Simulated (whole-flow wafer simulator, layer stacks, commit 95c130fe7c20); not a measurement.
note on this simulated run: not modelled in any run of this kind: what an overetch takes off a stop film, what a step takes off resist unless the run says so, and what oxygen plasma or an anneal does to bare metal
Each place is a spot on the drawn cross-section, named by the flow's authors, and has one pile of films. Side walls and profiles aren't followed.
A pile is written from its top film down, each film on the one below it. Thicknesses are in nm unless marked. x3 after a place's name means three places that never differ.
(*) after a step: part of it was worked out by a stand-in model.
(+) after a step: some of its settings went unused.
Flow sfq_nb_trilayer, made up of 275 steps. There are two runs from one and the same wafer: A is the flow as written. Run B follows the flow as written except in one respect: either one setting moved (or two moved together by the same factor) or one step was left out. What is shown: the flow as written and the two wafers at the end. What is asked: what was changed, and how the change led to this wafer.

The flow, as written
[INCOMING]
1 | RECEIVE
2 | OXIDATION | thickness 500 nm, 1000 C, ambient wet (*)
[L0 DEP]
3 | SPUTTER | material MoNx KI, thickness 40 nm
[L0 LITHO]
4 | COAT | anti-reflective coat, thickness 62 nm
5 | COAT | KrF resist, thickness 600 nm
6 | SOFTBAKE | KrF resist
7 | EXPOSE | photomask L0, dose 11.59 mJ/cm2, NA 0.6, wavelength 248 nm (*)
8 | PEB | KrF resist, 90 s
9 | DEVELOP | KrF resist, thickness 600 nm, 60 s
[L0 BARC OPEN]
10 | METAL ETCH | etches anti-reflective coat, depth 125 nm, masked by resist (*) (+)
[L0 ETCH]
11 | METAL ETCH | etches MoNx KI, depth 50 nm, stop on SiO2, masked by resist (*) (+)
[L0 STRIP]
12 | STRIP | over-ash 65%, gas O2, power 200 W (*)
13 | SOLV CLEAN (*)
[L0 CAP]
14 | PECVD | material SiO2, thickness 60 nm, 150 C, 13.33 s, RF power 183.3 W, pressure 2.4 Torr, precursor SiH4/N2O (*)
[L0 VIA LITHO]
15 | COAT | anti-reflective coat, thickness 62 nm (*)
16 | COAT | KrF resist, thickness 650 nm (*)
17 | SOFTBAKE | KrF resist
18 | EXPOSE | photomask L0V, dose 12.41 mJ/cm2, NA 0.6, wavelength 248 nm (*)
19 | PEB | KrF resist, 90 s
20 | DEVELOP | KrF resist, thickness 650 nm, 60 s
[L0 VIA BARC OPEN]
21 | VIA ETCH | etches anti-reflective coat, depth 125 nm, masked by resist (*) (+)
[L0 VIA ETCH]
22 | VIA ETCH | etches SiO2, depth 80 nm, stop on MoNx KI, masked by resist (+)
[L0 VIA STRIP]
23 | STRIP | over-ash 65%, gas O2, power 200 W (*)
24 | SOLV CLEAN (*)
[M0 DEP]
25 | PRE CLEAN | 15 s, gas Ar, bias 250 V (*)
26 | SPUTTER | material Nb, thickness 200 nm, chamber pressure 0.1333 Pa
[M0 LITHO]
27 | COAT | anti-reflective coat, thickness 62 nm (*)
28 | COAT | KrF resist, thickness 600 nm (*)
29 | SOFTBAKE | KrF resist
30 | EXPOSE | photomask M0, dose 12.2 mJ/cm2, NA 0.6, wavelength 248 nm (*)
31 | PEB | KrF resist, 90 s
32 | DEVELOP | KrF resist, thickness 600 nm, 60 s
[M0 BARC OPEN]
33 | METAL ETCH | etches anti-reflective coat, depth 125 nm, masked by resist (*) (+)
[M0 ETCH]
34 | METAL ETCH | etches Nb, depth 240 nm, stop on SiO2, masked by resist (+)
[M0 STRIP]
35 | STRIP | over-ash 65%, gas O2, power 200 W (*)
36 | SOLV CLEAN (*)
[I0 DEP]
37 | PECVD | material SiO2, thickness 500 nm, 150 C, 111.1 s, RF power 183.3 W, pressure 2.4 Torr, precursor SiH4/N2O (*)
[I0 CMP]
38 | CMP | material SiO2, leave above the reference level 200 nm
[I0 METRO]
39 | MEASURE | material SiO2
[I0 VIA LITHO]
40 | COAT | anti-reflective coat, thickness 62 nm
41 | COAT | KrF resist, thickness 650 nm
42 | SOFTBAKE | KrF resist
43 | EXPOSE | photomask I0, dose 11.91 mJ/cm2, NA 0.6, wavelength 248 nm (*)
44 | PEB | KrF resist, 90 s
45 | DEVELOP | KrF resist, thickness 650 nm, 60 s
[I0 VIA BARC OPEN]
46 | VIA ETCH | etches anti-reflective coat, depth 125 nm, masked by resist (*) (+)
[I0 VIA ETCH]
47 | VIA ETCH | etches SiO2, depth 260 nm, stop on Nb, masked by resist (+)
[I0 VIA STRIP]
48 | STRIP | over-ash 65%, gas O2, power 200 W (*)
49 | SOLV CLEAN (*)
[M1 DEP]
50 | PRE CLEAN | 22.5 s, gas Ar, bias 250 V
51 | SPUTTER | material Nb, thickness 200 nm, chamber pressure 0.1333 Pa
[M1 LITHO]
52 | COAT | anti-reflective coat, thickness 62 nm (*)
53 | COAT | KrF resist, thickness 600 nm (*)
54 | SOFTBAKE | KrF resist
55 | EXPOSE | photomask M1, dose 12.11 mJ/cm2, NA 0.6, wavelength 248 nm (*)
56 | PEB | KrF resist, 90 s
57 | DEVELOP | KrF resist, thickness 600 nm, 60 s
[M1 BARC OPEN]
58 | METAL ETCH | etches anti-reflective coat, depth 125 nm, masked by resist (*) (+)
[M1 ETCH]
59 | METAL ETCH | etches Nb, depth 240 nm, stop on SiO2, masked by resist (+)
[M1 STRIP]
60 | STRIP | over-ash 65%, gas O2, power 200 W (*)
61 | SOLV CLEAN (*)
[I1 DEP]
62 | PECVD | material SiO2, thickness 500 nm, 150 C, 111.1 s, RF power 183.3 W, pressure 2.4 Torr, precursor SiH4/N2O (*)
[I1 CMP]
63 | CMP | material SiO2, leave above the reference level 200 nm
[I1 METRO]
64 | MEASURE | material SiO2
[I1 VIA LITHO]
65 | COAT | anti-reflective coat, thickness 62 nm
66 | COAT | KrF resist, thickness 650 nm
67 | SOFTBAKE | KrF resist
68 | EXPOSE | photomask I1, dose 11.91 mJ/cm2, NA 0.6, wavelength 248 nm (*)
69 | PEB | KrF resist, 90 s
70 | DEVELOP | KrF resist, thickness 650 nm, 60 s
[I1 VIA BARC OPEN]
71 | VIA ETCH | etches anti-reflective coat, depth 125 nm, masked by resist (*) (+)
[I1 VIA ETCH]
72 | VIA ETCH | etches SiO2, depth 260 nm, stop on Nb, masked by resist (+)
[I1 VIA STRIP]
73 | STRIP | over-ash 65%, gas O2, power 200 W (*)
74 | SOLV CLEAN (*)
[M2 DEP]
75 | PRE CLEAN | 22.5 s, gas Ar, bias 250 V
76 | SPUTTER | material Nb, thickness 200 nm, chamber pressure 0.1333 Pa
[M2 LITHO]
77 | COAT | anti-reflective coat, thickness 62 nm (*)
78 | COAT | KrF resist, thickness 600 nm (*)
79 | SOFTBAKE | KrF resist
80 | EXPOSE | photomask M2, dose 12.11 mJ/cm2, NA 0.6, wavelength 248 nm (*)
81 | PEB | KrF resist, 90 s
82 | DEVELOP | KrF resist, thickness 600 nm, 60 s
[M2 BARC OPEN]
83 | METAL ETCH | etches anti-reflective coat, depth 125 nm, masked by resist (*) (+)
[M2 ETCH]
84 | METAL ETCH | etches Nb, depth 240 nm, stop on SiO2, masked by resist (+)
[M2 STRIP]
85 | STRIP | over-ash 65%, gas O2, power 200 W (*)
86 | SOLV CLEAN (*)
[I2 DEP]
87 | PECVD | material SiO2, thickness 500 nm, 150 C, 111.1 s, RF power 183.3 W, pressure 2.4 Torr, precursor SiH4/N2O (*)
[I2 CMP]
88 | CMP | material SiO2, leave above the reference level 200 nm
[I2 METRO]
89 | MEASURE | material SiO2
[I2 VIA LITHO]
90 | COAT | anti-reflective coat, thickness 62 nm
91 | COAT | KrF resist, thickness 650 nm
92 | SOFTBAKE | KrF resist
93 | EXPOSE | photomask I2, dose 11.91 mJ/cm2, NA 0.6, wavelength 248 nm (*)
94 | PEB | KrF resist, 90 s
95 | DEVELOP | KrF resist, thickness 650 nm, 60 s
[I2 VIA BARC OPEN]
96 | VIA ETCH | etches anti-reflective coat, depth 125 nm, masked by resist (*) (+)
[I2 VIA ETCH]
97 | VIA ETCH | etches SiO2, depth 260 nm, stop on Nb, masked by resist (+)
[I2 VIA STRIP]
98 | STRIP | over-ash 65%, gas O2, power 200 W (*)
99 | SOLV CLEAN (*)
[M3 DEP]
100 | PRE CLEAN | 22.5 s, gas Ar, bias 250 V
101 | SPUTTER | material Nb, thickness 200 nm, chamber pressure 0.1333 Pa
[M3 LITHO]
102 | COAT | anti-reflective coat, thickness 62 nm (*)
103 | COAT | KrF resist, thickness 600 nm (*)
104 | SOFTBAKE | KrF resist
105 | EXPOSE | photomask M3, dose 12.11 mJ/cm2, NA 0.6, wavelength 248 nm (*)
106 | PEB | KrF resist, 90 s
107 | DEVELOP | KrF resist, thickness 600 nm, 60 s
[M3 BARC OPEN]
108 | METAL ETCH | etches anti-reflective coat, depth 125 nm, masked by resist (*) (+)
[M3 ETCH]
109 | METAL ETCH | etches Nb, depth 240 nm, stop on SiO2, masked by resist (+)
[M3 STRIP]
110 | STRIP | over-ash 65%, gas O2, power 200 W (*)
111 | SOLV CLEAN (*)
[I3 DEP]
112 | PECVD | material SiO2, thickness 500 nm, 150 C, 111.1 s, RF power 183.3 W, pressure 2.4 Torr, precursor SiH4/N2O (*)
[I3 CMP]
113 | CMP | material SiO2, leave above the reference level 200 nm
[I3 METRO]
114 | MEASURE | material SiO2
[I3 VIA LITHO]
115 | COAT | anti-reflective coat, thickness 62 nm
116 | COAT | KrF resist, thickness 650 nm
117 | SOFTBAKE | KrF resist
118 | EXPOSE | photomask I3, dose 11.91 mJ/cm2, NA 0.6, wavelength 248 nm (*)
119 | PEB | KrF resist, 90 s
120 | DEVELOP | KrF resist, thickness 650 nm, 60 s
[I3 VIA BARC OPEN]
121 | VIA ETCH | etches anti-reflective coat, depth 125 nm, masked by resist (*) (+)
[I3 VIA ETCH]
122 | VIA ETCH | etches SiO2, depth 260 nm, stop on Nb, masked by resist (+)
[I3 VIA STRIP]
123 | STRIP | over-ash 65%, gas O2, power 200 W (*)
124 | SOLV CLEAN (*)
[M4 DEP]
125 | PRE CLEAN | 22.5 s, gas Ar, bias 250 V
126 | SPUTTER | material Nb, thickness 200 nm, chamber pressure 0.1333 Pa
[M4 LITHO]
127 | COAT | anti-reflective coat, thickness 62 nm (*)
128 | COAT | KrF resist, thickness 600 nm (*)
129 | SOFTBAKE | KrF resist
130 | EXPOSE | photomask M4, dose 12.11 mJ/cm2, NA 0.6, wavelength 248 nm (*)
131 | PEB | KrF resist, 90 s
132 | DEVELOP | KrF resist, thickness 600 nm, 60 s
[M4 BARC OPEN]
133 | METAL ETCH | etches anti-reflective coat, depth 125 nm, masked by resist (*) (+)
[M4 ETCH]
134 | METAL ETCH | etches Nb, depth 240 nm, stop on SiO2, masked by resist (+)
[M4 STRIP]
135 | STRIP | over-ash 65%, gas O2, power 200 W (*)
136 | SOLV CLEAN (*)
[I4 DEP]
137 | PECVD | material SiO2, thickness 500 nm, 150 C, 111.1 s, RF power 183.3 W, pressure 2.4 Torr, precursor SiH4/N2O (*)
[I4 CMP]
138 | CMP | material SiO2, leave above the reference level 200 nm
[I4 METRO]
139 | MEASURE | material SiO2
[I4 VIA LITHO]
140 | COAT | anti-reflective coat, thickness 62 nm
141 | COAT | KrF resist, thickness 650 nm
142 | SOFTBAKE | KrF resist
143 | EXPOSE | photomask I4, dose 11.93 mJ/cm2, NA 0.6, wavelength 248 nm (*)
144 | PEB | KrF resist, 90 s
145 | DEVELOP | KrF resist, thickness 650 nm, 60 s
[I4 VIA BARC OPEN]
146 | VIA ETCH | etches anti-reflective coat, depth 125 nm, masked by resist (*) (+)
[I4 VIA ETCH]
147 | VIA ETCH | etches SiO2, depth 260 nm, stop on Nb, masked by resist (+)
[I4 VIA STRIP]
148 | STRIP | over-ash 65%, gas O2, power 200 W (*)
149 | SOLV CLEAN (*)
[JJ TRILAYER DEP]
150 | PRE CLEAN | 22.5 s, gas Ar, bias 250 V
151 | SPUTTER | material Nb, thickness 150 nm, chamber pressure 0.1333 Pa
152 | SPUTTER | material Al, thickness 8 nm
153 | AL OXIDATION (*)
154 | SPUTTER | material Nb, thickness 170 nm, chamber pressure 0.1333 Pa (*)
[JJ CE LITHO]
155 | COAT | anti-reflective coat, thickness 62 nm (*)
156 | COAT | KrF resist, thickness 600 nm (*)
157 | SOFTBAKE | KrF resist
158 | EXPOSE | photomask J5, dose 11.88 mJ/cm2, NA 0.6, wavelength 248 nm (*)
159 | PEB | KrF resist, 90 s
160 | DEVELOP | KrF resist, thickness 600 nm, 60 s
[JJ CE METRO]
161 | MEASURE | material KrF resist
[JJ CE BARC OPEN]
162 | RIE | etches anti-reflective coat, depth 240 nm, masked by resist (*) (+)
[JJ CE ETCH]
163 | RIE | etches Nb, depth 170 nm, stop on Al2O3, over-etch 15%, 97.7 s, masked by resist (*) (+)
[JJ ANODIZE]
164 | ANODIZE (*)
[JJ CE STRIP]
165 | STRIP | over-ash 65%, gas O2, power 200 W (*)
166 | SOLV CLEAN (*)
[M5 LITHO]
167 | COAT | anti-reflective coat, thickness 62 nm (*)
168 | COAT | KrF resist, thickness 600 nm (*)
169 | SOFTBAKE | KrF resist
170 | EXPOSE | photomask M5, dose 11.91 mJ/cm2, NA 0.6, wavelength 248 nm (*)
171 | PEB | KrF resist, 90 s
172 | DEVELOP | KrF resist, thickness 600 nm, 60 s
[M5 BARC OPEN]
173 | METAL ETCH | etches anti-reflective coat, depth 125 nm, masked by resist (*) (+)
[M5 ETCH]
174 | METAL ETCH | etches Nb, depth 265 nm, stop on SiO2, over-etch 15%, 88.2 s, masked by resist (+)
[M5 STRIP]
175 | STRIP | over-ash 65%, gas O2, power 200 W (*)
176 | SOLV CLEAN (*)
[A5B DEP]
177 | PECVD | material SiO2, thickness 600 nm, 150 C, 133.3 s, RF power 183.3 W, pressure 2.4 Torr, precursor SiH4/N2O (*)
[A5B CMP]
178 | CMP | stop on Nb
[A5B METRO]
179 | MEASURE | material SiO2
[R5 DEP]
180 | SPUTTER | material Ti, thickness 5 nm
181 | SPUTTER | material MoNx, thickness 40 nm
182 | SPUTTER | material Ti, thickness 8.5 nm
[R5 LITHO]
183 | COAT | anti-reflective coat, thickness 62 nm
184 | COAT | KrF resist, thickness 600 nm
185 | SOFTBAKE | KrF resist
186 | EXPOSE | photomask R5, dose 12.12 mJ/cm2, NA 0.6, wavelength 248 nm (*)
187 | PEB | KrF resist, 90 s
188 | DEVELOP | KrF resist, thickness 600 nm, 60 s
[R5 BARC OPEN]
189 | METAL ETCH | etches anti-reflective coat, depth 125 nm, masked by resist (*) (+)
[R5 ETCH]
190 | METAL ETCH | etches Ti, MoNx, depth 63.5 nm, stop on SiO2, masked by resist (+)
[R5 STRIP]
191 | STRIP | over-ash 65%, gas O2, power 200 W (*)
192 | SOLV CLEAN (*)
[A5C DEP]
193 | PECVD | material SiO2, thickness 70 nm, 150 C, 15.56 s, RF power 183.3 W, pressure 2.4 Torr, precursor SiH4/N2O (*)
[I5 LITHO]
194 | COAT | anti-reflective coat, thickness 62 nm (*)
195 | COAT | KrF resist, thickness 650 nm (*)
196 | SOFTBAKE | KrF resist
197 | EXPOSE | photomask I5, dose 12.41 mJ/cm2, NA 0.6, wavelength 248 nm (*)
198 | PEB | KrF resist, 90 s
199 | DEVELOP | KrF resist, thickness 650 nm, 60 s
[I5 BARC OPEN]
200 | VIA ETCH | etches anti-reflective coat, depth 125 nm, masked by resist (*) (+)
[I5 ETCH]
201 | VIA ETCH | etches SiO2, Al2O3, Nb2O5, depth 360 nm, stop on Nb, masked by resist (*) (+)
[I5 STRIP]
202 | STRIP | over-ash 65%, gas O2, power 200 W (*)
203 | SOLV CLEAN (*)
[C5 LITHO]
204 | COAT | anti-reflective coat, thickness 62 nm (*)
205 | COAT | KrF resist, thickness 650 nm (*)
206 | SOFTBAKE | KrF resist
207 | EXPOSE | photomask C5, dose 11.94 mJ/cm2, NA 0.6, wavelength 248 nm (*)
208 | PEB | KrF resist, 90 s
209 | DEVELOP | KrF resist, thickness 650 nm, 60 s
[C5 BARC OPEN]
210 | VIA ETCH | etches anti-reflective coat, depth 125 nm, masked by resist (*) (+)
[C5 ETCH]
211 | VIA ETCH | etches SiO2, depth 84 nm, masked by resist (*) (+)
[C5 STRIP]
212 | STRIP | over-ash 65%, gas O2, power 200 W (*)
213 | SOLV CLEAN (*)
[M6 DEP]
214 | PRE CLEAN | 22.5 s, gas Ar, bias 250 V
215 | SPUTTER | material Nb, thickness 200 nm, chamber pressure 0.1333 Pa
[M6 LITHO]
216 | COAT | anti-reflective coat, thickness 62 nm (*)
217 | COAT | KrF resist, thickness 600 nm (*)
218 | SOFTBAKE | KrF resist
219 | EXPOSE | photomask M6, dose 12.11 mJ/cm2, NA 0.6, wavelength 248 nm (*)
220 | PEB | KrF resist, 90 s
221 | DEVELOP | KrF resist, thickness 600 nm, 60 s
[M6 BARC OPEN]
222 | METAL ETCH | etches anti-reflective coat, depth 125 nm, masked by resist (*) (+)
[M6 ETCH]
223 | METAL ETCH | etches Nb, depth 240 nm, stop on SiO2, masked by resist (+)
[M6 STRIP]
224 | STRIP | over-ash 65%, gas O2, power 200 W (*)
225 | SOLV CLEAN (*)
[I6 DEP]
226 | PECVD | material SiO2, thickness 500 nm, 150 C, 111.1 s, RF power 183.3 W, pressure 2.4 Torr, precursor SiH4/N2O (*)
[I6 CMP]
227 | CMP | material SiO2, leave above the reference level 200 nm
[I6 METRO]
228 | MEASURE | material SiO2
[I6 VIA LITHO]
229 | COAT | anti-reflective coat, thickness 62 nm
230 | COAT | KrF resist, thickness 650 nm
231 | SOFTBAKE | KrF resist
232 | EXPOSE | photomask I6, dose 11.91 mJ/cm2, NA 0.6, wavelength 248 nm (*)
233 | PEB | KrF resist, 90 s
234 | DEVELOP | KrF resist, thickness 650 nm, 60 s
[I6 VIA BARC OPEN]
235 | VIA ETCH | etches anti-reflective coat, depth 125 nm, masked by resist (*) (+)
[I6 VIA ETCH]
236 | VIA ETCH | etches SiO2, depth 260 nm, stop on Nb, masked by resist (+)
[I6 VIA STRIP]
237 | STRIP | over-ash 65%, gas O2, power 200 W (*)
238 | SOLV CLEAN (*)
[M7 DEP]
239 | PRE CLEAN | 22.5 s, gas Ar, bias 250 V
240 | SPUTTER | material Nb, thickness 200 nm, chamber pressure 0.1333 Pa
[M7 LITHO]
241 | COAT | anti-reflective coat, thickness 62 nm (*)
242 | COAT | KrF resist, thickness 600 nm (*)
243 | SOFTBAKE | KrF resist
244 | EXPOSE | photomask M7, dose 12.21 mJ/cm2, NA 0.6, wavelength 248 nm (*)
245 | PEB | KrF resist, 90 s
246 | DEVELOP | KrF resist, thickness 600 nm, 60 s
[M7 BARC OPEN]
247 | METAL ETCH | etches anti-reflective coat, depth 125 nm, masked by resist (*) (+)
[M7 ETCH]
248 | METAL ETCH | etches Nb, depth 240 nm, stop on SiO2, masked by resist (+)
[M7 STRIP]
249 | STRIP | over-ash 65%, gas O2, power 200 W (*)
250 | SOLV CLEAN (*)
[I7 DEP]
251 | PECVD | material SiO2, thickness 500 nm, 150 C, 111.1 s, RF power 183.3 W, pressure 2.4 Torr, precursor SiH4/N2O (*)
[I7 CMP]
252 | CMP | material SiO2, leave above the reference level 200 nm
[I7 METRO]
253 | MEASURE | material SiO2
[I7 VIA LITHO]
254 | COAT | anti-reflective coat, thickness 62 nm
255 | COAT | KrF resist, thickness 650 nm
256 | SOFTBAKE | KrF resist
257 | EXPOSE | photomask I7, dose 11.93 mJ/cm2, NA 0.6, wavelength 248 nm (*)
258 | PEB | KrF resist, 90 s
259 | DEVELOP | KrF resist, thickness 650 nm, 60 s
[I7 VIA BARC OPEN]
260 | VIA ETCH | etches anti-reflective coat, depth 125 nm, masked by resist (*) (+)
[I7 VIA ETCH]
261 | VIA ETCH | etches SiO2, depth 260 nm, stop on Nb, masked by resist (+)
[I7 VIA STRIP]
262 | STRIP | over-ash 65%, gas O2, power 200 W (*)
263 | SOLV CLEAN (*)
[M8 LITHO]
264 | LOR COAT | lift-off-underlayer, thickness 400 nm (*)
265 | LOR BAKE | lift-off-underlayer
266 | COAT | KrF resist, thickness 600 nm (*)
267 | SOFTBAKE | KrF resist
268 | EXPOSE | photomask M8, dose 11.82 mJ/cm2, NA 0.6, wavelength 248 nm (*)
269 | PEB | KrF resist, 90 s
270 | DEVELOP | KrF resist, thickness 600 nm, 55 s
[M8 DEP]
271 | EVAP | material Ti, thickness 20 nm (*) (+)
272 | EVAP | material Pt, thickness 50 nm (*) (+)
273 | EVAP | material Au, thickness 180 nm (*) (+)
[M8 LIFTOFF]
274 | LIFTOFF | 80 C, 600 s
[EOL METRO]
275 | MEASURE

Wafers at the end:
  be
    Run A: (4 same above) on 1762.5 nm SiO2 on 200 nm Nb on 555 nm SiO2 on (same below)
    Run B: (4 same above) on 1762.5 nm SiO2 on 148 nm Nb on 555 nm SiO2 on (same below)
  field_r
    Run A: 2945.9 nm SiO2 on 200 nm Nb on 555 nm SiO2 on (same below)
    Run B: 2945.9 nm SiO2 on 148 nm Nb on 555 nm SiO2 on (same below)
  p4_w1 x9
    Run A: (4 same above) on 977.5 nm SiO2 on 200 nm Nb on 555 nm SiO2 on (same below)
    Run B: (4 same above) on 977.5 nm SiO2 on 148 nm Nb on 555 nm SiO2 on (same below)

The reason: step 26, SPUTTER: thickness 148 nm was run, though the flow has thickness 200 nm.
The wafer itself shows it: be has Nb 148, and step 26 as written asks for 200 nm.

How this came from the change, step by step:
  26 | SPUTTER | material Nb, thickness 200 nm, chamber pressure 0.1333 Pa
      field_l, via_wl, via_w and 101 more: A Nb gains 200 (new film) | B Nb gains 148 (new film)
      v_sur: A Nb gains 200 (new film) | B Nb gains 146.5 (new film)
      (and at 1 other place as well)
  34 | METAL ETCH | etches Nb, depth 240 nm, stop on SiO2, masked by resist (+)
      field_l, v_sur, via_wl and 100 more: A KrF resist loses 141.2 | B KrF resist loses 130.6
      moat, m0r_space_l x2: A Nb loses 200 (all of it) | B Nb loses 148 (all of it)
  35 | STRIP | over-ash 65%, gas O2, power 200 W (*)
      p4_fl x3, p4_w1 x9, p4_g1 x2 and 57 more: A KrF resist loses 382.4 (all of it), anti-reflective coat loses 62 (all of it) | B KrF resist loses 393 (all of it), anti-reflective coat loses 62 (all of it)
      c5j, ce_r, sp_r, be_r, r_sur, res: A KrF resist loses 389 (all of it), anti-reflective coat loses 63.6 (all of it) | B KrF resist loses 399.6 (all of it), anti-reflective coat loses 63.6 (all of it)
      (and at 26 other places as well)
  37 | PECVD | material SiO2, thickness 500 nm, 150 C, 111.1 s, RF power 183.3 W, pressure 2.4 Torr, precursor SiH4/N2O (*)
      moat, m0r_space_l x2: A SiO2 gains 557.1 | B SiO2 gains 505.1
